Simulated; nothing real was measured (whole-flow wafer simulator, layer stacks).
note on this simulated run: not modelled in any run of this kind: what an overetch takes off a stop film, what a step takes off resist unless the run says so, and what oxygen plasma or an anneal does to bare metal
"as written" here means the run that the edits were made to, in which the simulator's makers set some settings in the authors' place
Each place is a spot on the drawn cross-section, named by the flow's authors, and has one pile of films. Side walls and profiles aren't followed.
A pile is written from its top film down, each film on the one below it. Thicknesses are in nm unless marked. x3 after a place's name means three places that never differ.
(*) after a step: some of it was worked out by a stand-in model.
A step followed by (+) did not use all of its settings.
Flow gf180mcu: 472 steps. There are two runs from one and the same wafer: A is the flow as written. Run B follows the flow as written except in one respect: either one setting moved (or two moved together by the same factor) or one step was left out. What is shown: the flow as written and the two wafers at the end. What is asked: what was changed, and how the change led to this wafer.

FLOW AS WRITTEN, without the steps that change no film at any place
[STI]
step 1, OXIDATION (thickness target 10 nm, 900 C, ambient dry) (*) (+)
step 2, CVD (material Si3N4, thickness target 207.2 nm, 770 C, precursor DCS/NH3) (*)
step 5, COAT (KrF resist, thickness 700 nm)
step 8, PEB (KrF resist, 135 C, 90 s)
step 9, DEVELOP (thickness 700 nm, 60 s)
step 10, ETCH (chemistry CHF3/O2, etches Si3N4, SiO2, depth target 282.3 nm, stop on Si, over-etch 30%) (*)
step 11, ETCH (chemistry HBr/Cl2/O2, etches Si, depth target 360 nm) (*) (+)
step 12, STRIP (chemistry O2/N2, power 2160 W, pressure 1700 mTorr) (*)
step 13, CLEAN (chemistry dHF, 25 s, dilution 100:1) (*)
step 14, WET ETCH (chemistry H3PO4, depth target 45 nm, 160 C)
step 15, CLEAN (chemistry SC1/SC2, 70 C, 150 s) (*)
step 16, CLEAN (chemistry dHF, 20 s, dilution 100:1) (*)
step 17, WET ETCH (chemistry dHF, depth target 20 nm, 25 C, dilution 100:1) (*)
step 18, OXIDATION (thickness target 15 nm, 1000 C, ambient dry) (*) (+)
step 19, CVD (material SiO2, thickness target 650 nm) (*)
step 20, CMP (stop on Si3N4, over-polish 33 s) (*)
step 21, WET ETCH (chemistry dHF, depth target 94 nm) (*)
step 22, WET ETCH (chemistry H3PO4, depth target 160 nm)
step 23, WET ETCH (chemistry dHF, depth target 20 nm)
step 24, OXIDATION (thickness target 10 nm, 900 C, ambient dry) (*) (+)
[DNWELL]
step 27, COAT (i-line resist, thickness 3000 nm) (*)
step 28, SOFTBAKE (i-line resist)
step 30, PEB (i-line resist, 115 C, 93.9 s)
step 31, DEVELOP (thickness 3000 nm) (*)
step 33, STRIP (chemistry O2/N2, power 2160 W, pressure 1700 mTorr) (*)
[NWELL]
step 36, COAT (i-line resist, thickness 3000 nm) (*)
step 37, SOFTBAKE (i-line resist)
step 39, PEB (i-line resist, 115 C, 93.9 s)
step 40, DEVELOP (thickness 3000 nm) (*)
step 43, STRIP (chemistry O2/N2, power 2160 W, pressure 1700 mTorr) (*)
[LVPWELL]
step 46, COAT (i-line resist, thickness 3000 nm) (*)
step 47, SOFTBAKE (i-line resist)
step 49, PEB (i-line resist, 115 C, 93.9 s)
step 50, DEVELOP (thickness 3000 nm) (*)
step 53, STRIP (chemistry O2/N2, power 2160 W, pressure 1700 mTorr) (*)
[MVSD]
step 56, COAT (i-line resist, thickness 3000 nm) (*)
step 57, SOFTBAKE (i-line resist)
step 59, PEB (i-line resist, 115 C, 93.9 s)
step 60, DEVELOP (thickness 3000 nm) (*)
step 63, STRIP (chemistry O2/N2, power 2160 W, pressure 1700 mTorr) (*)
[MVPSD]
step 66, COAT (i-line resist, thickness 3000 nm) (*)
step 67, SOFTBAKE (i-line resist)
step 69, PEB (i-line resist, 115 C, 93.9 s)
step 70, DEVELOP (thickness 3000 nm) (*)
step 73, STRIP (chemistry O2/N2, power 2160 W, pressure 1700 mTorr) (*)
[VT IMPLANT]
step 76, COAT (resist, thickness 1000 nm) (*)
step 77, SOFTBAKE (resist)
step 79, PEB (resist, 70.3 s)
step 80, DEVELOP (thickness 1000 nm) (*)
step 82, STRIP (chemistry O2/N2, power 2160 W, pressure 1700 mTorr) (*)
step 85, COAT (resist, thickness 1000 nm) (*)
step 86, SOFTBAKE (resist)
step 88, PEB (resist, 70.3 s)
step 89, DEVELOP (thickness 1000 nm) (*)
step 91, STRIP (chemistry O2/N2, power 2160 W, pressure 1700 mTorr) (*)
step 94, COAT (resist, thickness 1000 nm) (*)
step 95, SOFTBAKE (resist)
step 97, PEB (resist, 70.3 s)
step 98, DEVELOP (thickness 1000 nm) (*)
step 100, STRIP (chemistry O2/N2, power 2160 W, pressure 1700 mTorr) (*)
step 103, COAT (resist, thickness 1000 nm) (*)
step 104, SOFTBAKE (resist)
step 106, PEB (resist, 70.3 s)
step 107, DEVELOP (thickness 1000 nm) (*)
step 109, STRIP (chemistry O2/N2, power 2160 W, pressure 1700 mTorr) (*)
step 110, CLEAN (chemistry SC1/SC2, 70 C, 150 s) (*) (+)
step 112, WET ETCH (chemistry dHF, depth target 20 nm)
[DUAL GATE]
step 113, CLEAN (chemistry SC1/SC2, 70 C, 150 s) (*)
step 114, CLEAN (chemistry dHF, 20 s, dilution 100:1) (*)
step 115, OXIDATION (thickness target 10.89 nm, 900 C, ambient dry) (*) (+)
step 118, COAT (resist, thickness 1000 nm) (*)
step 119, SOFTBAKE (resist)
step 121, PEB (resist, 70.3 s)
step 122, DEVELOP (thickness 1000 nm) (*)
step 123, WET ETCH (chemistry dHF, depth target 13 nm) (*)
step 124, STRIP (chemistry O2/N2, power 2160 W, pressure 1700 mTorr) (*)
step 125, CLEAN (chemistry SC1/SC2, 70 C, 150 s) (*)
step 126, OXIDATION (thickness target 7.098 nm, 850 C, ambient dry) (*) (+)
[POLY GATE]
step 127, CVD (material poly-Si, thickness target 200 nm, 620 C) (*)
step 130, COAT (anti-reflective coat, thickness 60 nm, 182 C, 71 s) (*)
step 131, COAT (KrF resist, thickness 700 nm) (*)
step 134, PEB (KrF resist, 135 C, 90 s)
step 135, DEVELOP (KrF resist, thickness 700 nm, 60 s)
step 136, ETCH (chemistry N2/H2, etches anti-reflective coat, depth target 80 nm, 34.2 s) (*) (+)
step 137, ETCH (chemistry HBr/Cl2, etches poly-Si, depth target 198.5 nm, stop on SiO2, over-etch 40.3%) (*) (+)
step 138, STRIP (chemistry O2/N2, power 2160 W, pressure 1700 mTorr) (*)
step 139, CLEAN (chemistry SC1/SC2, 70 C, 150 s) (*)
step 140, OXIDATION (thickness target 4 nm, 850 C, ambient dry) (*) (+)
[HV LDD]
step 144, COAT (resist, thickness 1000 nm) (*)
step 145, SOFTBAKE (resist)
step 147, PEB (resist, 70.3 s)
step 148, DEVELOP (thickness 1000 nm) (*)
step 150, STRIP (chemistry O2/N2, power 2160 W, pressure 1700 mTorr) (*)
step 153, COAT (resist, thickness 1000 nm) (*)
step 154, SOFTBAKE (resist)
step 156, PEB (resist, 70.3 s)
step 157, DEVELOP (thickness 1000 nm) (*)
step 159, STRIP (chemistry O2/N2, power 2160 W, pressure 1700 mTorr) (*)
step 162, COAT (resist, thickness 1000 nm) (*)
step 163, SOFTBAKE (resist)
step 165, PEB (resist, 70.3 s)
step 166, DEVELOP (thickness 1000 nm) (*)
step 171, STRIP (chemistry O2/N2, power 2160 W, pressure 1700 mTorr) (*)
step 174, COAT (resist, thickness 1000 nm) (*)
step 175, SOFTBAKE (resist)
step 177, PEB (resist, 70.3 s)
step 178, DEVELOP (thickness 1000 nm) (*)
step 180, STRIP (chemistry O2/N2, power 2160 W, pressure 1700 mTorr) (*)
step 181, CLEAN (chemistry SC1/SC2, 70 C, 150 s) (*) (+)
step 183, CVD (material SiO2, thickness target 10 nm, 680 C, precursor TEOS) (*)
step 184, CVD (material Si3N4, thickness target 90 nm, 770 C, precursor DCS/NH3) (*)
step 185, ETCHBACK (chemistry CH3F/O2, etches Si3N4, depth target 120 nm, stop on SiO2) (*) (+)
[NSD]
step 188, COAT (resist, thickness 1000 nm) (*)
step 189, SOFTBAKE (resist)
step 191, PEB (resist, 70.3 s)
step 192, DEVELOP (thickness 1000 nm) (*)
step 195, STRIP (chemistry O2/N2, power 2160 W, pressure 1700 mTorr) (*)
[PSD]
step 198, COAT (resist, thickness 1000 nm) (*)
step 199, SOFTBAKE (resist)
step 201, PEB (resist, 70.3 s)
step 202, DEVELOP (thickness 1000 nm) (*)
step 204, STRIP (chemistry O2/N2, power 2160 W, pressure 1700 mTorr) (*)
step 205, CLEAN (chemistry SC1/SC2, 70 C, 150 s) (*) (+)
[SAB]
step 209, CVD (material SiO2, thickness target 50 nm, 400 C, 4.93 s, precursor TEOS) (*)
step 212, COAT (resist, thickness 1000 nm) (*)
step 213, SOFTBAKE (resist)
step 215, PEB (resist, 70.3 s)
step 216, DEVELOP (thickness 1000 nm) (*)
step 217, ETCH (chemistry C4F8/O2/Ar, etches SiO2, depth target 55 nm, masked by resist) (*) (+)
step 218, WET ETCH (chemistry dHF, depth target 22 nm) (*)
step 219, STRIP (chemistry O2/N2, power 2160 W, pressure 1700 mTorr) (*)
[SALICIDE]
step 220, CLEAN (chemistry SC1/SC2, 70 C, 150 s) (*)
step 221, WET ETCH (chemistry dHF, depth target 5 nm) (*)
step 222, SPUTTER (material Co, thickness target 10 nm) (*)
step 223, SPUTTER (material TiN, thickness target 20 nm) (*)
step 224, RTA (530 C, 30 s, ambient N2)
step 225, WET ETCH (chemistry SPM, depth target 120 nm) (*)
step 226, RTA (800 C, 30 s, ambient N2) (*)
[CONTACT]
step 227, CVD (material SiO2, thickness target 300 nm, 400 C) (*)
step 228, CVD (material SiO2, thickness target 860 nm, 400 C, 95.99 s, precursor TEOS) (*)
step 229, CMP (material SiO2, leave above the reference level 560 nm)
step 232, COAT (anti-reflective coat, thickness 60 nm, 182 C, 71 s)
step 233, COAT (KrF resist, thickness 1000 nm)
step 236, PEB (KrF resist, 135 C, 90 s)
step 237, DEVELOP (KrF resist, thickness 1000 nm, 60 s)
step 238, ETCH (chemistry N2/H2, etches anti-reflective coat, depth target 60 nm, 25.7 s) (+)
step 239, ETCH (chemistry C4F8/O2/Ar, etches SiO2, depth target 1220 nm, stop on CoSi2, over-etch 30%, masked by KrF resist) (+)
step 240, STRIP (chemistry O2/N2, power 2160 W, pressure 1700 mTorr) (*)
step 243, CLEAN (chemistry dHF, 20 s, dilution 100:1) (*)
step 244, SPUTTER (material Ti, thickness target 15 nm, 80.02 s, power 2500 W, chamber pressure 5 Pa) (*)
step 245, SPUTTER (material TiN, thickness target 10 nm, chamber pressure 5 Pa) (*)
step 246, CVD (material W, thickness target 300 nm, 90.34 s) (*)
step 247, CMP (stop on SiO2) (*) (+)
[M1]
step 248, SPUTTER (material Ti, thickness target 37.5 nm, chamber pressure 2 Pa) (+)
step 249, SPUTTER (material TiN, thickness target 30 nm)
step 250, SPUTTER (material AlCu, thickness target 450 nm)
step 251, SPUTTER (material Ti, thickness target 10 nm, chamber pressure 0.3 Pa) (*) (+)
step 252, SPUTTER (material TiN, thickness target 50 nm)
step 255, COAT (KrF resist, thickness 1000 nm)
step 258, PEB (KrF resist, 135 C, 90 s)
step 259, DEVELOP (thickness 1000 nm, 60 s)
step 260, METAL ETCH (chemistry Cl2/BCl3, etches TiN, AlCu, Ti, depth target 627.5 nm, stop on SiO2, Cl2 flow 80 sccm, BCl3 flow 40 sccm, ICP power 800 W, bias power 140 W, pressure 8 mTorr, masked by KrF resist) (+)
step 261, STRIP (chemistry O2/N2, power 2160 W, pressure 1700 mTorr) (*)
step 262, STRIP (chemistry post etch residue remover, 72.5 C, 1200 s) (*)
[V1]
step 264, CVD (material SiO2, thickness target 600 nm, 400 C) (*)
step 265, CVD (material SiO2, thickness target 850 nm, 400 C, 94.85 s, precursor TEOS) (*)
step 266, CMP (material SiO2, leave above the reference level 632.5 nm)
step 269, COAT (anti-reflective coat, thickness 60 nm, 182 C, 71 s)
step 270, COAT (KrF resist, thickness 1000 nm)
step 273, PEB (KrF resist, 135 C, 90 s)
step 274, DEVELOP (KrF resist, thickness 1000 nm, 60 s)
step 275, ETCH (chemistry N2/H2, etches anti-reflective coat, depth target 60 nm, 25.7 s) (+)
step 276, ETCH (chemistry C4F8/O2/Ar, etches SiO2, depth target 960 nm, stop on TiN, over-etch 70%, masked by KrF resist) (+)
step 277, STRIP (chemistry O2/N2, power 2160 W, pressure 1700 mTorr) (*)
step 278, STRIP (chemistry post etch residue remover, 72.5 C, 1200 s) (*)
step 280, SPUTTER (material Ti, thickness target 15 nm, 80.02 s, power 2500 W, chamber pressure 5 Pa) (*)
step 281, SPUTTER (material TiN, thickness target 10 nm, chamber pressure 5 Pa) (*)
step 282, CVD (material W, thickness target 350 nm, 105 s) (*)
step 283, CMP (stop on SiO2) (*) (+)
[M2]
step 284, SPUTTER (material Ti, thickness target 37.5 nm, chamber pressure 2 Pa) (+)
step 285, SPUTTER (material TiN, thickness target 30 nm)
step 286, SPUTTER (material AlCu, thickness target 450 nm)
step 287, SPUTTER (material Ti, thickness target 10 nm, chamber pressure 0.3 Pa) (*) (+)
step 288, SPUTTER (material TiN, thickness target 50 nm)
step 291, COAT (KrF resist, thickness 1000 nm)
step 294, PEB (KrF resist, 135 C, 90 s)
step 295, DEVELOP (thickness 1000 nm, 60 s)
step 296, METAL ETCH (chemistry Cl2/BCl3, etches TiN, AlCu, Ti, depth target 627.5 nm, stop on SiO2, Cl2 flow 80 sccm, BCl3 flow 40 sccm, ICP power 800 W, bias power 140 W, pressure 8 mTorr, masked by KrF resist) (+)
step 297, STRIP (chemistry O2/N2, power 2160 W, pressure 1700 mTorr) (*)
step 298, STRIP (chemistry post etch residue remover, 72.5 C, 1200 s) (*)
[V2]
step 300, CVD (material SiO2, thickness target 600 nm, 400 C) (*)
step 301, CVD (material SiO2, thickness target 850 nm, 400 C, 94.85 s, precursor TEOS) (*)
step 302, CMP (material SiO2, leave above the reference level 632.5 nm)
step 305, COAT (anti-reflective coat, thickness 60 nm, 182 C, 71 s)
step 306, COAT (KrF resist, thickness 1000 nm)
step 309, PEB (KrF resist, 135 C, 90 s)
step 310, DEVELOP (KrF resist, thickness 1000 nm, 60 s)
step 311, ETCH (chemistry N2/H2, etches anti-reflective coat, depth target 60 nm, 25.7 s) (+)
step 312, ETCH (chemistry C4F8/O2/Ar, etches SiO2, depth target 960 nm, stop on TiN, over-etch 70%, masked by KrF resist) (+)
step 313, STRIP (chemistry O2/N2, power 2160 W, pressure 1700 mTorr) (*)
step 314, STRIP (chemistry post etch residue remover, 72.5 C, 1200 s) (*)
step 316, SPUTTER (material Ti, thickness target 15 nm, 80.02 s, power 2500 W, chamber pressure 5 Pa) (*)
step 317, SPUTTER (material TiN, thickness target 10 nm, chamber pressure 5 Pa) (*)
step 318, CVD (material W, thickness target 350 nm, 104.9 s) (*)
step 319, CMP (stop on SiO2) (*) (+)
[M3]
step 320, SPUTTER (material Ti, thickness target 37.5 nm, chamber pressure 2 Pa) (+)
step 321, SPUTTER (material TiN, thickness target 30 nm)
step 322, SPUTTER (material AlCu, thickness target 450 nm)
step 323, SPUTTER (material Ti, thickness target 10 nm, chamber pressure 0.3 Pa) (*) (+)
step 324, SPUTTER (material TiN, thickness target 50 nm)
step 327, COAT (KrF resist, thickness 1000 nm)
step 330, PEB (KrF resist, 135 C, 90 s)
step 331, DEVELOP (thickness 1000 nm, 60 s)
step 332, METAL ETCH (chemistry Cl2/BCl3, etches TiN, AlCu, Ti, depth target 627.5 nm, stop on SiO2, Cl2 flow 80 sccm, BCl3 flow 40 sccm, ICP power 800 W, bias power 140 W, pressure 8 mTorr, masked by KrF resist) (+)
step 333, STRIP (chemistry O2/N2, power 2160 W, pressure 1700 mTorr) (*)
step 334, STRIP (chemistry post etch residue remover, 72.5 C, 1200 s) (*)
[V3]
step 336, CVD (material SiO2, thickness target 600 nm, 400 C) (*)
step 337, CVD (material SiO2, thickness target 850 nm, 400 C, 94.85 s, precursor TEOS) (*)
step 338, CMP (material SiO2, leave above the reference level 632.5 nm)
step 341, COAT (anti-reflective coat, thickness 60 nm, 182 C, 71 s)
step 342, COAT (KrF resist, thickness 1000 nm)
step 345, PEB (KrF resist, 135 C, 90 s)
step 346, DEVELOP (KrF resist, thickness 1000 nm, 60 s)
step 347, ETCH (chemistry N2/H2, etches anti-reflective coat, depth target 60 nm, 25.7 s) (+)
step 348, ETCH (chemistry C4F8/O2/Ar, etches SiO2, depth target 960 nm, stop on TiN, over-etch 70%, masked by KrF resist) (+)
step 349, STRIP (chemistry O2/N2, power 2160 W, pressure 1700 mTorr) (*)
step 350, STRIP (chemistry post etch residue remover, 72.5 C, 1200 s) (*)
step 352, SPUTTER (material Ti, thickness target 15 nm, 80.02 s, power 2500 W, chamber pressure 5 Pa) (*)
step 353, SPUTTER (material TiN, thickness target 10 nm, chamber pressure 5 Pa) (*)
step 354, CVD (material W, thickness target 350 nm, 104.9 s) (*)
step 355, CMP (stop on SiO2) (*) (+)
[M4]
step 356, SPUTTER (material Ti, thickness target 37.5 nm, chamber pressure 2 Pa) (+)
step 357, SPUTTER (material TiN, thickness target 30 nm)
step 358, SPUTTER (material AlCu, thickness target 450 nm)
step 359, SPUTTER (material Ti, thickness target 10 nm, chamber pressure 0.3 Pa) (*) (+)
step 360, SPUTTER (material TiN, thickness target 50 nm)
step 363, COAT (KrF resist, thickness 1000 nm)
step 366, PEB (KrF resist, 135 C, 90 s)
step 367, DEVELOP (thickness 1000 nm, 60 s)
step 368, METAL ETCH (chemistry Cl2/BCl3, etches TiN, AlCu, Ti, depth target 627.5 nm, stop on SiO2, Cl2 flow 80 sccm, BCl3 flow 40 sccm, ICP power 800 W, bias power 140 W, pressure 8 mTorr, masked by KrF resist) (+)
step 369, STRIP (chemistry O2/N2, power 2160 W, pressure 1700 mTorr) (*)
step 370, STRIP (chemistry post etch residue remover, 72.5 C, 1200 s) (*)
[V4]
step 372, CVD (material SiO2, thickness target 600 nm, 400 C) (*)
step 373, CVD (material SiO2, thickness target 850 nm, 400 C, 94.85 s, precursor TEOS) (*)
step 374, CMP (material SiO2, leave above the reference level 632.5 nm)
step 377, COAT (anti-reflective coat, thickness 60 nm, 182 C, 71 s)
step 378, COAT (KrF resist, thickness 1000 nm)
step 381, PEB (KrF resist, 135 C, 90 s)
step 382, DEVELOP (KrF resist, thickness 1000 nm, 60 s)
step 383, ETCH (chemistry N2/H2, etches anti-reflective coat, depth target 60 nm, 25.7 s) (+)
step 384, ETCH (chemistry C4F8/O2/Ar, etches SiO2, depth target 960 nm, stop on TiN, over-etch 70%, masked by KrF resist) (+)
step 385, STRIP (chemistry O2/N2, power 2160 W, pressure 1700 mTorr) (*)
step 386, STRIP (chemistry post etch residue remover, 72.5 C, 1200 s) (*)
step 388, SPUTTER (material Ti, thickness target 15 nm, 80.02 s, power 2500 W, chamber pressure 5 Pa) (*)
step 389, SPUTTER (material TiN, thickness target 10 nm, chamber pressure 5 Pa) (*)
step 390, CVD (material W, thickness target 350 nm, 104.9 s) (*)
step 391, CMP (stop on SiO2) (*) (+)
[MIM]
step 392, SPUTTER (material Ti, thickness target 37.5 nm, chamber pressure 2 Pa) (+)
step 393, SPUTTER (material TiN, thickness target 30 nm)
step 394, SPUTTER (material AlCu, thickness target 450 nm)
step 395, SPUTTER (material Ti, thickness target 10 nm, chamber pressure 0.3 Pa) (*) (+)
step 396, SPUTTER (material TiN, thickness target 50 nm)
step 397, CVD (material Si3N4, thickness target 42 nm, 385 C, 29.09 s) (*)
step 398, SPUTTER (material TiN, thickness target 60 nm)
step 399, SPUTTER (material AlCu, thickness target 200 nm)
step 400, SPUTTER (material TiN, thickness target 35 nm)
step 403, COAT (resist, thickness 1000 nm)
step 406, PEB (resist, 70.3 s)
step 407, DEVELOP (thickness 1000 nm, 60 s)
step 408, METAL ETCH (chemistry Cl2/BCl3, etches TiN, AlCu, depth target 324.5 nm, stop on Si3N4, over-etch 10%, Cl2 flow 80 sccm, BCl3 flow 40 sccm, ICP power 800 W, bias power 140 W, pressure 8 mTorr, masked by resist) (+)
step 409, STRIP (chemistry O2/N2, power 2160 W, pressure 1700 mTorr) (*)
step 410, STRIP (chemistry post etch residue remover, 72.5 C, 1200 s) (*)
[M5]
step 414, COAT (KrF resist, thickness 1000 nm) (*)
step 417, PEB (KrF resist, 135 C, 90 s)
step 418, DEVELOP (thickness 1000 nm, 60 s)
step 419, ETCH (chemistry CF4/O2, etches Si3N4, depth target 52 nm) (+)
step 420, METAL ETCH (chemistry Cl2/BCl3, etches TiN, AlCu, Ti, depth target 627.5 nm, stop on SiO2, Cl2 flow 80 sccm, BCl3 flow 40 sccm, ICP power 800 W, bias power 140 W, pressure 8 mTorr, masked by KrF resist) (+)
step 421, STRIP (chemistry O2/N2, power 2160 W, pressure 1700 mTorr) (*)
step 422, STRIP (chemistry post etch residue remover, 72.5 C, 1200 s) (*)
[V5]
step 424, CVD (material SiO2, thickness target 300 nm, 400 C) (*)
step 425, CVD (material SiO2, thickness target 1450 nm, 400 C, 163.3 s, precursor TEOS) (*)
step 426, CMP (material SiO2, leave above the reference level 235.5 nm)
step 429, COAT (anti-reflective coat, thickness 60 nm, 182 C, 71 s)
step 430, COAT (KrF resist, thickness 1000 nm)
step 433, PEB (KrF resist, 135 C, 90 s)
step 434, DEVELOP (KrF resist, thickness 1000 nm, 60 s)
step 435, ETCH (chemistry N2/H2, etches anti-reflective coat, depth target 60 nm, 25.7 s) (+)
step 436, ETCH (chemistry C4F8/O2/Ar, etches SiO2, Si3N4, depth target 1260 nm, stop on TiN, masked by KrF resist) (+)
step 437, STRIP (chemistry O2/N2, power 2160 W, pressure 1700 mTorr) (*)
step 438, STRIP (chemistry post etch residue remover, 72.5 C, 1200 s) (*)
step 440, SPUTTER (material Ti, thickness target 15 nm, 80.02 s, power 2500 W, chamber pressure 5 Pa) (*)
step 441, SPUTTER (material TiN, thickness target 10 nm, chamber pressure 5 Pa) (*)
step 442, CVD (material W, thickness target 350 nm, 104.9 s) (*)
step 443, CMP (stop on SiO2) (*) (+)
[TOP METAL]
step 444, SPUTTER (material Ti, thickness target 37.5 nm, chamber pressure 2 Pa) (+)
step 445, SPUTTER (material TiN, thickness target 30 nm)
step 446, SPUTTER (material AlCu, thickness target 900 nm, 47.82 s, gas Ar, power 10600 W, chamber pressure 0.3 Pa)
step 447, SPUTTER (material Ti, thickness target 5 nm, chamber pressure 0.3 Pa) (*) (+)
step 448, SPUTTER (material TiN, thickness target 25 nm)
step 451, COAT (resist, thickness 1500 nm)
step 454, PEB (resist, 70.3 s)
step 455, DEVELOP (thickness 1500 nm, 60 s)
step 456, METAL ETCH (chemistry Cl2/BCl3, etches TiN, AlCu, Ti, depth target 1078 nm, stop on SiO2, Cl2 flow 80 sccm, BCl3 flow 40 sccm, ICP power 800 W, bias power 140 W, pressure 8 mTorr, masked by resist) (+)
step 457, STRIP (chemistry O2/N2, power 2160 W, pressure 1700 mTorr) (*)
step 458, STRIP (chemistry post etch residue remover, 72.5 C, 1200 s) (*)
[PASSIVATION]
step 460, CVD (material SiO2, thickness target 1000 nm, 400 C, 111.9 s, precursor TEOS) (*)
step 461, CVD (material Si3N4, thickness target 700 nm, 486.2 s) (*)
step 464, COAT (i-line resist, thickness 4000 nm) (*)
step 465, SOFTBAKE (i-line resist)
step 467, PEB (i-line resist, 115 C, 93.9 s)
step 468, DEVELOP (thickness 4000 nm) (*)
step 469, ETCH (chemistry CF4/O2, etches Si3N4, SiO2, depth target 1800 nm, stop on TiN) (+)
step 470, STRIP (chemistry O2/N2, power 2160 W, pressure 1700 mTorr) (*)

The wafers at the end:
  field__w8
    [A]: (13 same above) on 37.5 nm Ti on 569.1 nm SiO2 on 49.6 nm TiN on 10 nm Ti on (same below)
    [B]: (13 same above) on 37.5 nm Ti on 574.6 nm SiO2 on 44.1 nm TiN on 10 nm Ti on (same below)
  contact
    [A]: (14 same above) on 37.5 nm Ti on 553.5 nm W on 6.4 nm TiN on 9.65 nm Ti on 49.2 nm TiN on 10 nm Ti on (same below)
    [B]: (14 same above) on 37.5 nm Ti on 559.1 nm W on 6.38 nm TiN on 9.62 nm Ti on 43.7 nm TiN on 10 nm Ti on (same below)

What caused this: step 360, SPUTTER: thickness target 44.5 nm was run, whereas the flow has thickness target 50 nm.

The path from the change to this, step by step:
  step 360, SPUTTER (material TiN, thickness target 50 nm)
      field, field__w1, field__w2 and 108 more: A +50 TiN (new film) | B +44.5 TiN (new film)
  step 368, METAL ETCH (chemistry Cl2/BCl3, etches TiN, AlCu, Ti, depth target 627.5 nm, stop on SiO2, Cl2 flow 80 sccm, BCl3 flow 40 sccm, ICP power 800 W, bias power 140 W, pressure 8 mTorr, masked by KrF resist) (+)
      field, field__w1, field__w2 and 103 more: A -50 TiN (all of it), -10 Ti (all of it), -450 AlCu (all of it), -30 TiN (all of it), -37.5 Ti (all of it) | B -44.5 TiN (all of it), -10 Ti (all of it), -450 AlCu (all of it), -30 TiN (all of it), -37.5 Ti (all of it)
